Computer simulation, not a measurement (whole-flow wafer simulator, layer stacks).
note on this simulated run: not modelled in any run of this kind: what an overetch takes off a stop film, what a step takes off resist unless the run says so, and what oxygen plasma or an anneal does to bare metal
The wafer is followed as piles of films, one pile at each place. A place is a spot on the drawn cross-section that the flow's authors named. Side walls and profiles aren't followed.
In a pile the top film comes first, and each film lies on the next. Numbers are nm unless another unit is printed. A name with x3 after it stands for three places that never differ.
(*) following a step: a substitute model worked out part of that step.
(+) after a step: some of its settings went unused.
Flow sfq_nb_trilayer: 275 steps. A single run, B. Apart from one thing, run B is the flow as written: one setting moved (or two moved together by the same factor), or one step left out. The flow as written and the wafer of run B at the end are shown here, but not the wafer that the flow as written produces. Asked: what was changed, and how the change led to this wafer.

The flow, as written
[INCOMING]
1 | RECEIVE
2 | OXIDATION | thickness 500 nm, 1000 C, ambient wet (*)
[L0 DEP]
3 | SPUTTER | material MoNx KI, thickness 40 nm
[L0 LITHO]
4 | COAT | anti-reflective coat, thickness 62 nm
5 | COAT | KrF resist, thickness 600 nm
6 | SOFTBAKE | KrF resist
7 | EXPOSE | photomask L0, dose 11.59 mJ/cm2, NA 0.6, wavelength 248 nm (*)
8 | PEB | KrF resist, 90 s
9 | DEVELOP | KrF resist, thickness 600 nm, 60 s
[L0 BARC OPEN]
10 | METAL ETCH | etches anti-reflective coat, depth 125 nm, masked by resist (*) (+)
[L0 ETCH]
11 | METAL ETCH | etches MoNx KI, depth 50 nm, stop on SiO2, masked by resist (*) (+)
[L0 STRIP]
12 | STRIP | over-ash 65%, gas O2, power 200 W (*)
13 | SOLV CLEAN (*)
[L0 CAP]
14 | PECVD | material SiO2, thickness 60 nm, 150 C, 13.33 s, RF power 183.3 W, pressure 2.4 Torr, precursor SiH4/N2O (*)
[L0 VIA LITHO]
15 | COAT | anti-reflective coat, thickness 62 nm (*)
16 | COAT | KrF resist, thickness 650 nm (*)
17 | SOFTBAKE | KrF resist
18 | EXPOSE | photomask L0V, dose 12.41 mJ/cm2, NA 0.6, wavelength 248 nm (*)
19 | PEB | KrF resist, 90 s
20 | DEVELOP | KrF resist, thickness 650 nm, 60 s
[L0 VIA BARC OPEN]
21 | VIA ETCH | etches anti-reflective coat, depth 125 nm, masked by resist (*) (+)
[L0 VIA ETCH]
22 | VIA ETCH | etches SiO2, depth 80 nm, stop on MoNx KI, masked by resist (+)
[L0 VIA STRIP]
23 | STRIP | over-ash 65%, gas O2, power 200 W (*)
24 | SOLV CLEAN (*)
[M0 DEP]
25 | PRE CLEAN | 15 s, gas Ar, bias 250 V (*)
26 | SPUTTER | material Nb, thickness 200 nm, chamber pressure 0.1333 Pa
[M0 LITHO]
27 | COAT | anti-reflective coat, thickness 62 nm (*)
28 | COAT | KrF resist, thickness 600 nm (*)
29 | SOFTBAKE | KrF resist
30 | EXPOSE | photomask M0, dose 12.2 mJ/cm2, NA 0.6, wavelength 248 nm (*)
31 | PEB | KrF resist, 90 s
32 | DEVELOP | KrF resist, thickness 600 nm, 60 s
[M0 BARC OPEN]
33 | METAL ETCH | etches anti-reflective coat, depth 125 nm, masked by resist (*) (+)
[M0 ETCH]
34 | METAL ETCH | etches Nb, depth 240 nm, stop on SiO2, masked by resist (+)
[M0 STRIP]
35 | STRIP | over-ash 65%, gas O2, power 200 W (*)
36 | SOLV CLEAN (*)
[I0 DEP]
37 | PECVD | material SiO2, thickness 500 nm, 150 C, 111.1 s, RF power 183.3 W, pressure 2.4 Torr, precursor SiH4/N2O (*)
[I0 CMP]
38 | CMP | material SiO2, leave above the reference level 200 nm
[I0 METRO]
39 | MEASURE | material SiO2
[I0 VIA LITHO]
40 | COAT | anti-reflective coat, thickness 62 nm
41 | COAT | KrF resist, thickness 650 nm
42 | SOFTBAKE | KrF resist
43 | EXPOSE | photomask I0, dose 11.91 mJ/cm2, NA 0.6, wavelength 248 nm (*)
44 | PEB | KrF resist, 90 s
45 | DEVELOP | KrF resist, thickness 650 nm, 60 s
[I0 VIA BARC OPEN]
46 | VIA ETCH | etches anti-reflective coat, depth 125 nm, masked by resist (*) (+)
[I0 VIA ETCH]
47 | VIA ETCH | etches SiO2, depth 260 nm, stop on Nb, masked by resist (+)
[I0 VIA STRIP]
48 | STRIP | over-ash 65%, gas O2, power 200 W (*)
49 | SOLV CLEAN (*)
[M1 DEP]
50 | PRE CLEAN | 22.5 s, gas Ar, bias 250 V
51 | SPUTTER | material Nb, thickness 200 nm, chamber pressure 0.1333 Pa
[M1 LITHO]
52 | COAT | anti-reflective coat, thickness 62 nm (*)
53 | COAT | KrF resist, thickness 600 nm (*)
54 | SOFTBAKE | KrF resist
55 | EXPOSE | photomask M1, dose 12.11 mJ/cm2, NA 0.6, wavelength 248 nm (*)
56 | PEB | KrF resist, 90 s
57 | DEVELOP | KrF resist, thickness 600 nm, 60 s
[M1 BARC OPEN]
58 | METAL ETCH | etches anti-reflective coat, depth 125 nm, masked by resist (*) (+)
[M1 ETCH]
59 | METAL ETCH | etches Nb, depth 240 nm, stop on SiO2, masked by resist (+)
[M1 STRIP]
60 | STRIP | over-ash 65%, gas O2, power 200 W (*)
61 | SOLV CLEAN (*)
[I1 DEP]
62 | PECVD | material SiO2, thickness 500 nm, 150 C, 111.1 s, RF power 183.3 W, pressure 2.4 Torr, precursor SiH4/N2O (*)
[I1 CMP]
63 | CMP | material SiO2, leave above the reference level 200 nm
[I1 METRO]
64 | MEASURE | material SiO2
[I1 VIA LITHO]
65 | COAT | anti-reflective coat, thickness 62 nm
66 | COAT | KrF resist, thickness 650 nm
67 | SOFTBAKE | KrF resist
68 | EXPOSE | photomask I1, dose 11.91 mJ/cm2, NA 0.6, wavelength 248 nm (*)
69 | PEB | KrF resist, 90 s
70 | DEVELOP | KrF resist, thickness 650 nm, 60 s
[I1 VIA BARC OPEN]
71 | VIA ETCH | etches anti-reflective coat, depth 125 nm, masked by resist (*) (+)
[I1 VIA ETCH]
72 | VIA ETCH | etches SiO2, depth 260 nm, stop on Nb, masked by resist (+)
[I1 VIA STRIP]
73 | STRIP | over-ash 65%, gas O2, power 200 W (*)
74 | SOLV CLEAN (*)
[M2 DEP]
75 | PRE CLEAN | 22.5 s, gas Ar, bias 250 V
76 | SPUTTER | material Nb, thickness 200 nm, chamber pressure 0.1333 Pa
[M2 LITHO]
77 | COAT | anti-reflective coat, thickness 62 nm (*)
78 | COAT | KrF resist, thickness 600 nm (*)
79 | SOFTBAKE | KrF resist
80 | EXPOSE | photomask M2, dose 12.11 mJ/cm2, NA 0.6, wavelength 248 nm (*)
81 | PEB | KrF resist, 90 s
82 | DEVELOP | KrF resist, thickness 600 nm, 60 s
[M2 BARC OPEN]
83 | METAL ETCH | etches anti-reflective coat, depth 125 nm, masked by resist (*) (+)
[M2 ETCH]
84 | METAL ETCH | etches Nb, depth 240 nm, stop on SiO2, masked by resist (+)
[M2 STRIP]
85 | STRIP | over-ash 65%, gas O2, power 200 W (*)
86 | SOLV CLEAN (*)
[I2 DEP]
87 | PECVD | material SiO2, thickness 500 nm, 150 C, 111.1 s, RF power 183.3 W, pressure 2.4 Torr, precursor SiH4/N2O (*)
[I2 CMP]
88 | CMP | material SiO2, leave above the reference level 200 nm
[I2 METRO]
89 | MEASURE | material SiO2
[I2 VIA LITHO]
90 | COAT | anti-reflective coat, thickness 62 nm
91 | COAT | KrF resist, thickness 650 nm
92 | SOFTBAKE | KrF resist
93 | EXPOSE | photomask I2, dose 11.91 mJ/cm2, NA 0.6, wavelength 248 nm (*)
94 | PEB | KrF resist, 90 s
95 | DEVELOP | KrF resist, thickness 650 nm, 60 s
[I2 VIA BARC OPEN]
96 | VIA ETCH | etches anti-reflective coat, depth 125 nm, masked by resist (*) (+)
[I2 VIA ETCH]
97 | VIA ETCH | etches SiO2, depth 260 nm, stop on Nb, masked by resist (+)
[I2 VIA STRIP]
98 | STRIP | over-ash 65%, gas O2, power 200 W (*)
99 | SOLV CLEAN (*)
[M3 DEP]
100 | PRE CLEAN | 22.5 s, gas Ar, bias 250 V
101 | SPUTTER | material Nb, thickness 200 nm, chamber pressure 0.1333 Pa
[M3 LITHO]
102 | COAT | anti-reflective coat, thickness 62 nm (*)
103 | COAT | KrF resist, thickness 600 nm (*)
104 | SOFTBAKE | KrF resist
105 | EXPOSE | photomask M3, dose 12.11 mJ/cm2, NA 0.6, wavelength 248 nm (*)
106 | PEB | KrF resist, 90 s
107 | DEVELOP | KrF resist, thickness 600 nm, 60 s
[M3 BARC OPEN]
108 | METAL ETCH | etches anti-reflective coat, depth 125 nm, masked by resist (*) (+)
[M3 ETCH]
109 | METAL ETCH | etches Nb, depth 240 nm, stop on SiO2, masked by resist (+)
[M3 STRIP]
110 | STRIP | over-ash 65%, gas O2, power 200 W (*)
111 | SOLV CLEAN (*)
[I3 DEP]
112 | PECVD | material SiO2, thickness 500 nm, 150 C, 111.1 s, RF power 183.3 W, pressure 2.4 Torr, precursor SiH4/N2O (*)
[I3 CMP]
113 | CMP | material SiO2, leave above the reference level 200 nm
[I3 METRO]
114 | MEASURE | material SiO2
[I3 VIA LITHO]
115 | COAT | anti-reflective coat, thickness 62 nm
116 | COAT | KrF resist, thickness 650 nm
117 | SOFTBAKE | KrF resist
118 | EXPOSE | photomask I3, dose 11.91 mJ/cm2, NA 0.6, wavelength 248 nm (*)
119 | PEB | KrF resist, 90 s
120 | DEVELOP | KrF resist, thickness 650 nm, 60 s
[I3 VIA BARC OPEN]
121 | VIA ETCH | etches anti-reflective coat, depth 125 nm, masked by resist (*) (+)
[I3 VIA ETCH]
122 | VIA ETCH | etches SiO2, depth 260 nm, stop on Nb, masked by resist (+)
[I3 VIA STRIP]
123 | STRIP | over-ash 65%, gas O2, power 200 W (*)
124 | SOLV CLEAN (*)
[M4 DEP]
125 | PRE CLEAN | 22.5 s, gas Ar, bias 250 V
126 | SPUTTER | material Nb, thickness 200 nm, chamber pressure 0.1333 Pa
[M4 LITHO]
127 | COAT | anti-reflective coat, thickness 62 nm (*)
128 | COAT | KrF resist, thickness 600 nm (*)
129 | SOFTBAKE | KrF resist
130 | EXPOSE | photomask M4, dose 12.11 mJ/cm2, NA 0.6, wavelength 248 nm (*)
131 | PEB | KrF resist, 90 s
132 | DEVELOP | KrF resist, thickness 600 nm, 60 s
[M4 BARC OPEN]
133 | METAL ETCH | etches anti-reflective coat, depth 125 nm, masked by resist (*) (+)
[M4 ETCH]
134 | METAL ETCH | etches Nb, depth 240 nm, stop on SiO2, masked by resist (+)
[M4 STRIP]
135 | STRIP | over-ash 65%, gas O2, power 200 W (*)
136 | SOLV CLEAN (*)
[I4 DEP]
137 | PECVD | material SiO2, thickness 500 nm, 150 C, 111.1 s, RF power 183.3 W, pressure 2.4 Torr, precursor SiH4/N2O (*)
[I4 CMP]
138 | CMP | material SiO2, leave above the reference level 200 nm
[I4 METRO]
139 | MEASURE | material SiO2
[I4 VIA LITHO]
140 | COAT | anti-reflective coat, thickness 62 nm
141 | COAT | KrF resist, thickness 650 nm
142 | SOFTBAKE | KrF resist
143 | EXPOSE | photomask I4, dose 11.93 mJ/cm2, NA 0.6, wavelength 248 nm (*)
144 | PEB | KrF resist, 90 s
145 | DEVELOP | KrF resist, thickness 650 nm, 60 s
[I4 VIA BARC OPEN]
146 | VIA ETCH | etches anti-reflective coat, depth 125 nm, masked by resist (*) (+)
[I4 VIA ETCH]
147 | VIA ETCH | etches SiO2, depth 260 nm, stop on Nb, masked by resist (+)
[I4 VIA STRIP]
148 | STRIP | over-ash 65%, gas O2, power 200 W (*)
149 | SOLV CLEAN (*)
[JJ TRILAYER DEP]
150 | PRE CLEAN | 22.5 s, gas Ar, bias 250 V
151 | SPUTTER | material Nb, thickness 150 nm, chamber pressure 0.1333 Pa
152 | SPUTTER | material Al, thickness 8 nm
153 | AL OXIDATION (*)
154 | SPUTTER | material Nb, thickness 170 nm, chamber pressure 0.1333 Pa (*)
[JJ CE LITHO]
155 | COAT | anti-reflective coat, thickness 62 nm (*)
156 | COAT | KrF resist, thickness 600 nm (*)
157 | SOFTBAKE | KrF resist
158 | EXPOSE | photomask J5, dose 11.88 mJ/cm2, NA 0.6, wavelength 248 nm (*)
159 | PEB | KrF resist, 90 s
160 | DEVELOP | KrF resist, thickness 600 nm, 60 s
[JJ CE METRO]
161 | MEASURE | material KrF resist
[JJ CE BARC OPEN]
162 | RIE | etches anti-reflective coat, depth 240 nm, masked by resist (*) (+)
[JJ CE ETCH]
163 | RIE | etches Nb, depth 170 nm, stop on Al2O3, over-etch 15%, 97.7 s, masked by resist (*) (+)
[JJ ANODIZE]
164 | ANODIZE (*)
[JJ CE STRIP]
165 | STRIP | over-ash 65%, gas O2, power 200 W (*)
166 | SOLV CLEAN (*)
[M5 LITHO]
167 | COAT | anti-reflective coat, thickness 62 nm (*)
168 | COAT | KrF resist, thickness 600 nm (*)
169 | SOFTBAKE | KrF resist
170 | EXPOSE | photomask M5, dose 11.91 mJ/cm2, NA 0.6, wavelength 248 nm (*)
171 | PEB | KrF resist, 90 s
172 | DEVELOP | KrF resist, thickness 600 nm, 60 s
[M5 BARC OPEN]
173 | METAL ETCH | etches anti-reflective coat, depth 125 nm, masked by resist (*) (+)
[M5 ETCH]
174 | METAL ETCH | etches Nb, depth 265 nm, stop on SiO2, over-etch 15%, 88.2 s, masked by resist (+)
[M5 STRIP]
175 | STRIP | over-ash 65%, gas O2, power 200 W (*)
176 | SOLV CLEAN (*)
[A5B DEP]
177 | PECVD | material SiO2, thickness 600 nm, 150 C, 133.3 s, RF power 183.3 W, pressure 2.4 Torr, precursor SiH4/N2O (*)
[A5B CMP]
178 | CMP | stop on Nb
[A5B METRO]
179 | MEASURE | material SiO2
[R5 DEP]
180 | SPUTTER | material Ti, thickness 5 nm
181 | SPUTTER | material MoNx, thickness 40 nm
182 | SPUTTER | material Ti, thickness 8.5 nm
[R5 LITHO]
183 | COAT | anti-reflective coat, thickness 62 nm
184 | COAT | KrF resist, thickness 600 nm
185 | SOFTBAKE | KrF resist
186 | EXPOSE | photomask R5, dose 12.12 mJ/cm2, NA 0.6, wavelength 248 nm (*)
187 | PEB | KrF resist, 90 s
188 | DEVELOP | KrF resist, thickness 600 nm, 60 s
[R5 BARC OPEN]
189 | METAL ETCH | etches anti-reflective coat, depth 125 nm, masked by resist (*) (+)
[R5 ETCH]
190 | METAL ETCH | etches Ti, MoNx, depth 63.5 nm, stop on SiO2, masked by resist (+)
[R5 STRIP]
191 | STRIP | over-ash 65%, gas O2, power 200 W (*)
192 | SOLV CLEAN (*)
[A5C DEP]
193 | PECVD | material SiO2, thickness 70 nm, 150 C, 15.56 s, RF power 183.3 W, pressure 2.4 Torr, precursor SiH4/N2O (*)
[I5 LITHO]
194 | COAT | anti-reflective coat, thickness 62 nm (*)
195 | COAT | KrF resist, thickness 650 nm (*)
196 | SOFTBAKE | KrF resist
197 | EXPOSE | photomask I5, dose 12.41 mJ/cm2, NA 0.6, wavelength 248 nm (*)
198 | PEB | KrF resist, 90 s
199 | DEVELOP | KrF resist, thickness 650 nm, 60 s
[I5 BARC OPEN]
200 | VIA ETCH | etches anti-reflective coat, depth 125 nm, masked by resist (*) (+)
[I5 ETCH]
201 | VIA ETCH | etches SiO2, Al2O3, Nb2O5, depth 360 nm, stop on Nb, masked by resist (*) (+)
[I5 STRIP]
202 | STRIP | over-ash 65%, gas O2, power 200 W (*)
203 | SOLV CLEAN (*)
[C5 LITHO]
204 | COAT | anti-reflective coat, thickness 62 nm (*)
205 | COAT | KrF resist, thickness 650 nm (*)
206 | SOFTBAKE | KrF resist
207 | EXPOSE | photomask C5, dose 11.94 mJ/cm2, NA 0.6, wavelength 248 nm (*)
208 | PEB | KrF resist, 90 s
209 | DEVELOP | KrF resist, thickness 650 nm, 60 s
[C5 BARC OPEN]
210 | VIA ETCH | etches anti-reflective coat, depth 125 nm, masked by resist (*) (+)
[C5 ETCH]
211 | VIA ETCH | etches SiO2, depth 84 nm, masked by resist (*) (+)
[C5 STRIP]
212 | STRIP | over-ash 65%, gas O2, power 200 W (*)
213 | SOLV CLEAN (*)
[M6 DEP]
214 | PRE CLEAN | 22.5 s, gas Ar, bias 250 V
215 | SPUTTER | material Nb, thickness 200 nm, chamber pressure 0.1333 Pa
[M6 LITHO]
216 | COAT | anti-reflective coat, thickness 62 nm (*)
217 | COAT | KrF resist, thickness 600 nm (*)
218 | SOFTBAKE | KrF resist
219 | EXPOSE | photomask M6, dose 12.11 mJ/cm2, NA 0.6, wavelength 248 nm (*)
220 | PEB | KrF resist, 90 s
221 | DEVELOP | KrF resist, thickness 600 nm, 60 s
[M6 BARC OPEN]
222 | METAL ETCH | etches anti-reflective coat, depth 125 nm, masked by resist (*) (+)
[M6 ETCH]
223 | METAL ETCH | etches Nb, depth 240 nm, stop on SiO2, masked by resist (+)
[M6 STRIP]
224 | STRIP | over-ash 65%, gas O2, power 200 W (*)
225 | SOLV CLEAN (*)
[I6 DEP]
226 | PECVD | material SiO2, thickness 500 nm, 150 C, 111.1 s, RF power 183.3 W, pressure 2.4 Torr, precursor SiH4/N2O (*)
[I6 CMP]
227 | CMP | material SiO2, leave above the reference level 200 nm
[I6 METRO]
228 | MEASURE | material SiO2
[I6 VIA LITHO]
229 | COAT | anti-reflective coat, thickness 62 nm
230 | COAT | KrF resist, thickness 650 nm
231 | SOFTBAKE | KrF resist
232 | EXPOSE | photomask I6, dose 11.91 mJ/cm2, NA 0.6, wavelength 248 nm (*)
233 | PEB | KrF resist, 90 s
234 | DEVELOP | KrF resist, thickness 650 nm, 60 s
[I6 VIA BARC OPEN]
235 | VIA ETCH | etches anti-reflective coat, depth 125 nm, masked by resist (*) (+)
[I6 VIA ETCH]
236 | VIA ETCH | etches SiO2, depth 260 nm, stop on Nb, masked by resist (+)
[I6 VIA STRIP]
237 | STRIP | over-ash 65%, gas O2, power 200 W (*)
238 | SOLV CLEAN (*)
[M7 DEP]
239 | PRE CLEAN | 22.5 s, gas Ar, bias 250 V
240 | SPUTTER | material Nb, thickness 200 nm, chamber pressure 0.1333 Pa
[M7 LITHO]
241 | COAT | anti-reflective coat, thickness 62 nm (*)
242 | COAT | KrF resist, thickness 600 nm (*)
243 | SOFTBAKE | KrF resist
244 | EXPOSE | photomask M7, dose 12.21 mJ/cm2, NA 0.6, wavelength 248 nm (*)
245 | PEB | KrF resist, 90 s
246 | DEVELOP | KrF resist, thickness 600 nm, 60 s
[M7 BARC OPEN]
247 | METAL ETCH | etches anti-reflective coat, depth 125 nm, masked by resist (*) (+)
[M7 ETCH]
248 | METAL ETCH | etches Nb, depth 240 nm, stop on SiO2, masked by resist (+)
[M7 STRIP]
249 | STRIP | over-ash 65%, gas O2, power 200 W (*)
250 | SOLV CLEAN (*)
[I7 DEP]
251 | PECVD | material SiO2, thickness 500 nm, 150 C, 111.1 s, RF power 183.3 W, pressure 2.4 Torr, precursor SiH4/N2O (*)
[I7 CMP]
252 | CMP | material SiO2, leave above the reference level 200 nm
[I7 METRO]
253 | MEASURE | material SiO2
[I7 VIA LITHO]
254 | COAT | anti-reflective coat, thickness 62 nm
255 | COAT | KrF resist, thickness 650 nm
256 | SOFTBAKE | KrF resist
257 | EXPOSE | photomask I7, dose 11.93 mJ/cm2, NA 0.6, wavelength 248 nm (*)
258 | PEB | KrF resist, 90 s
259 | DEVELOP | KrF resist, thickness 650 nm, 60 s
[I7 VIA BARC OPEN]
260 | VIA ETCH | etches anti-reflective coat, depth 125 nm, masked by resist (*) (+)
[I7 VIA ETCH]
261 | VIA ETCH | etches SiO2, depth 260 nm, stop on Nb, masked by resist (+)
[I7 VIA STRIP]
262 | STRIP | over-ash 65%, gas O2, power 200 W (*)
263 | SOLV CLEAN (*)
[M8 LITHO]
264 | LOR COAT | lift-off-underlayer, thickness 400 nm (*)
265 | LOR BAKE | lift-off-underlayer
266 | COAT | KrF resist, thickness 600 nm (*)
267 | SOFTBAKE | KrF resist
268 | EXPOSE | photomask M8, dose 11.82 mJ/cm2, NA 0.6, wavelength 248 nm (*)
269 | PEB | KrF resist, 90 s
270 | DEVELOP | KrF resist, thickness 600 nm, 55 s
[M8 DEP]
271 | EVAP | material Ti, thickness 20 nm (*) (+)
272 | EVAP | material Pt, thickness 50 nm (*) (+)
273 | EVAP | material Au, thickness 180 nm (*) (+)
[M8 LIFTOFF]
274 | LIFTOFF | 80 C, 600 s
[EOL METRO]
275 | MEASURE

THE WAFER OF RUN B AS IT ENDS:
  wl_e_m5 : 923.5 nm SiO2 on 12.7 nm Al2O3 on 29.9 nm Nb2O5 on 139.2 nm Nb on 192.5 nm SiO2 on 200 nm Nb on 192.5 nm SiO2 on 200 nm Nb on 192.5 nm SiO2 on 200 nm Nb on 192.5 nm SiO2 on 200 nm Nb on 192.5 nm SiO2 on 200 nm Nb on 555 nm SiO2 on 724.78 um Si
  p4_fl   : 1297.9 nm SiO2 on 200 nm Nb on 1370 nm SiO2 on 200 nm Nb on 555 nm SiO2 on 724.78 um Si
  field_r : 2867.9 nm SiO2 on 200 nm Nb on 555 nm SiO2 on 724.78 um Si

What caused this: step 227, CMP: leave above the reference level 122 nm was run, whereas the flow has leave above the reference level 200 nm.

How this came from the change, step by step:
  227 | CMP | material SiO2, leave above the reference level 200 nm
      field_l, p4_fl, p4_fm and 59 more: -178 SiO2 (as written it would have been: -100 SiO2)
      v_sur, via_wl, via_w and 15 more: -378 SiO2 (as written it would have been: -300 SiO2)
      (as well as at 26 more places)
  236 | VIA ETCH | etches SiO2, depth 260 nm, stop on Nb, masked by resist (+)
      field_l, v_sur, via_wl and 102 more: -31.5 KrF resist (as written it would have been: -44.8 KrF resist)
      via_v: -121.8 SiO2 (all of it) (as written it would have been: -199.8 SiO2 (all of it))
  237 | STRIP | over-ash 65%, gas O2, power 200 W (*)
      field_l, v_sur, via_wl and 102 more: -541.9 KrF resist (all of it), -62 anti-reflective coat (all of it) (as written it would have been: -528.6 KrF resist (all of it), -62 anti-reflective coat (all of it))
  240 | SPUTTER | material Nb, thickness 200 nm, chamber pressure 0.1333 Pa
      via_v: +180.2 Nb (as written it would have been: +161.1 Nb)
  241 | COAT | anti-reflective coat, thickness 62 nm (*)
      via_sp: +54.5 anti-reflective coat (new film) (as written it would have been: +53.1 anti-reflective coat (new film))
      via_v: +107.6 anti-reflective coat (new film) (as written it would have been: +126 anti-reflective coat (new film))
      (as well as at 1 more place)
  242 | COAT | KrF resist, thickness 600 nm (*)
      via_v: +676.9 KrF resist (new film) (as written it would have been: +742.5 KrF resist (new film))
  249 | STRIP | over-ash 65%, gas O2, power 200 W (*)
      via_sp: -379.1 KrF resist (all of it), -54.5 anti-reflective coat (all of it) (as written it would have been: -373.6 KrF resist (all of it), -53.1 anti-reflective coat (all of it))
      via_v: -459.1 KrF resist (all of it), -107.6 anti-reflective coat (all of it) (as written it would have been: -524.5 KrF resist (all of it), -126 anti-reflective coat (all of it))
      (as well as at 1 more place)
  251 | PECVD | material SiO2, thickness 500 nm, 150 C, 111.1 s, RF power 183.3 W, pressure 2.4 Torr, precursor SiH4/N2O (*)
      via_v: +500 SiO2 (new film) (as written it would have been: +621 SiO2 (new film))
  252 | CMP | material SiO2, leave above the reference level 200 nm
      via_v: -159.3 SiO2 (as written it would have been: -183.1 SiO2)
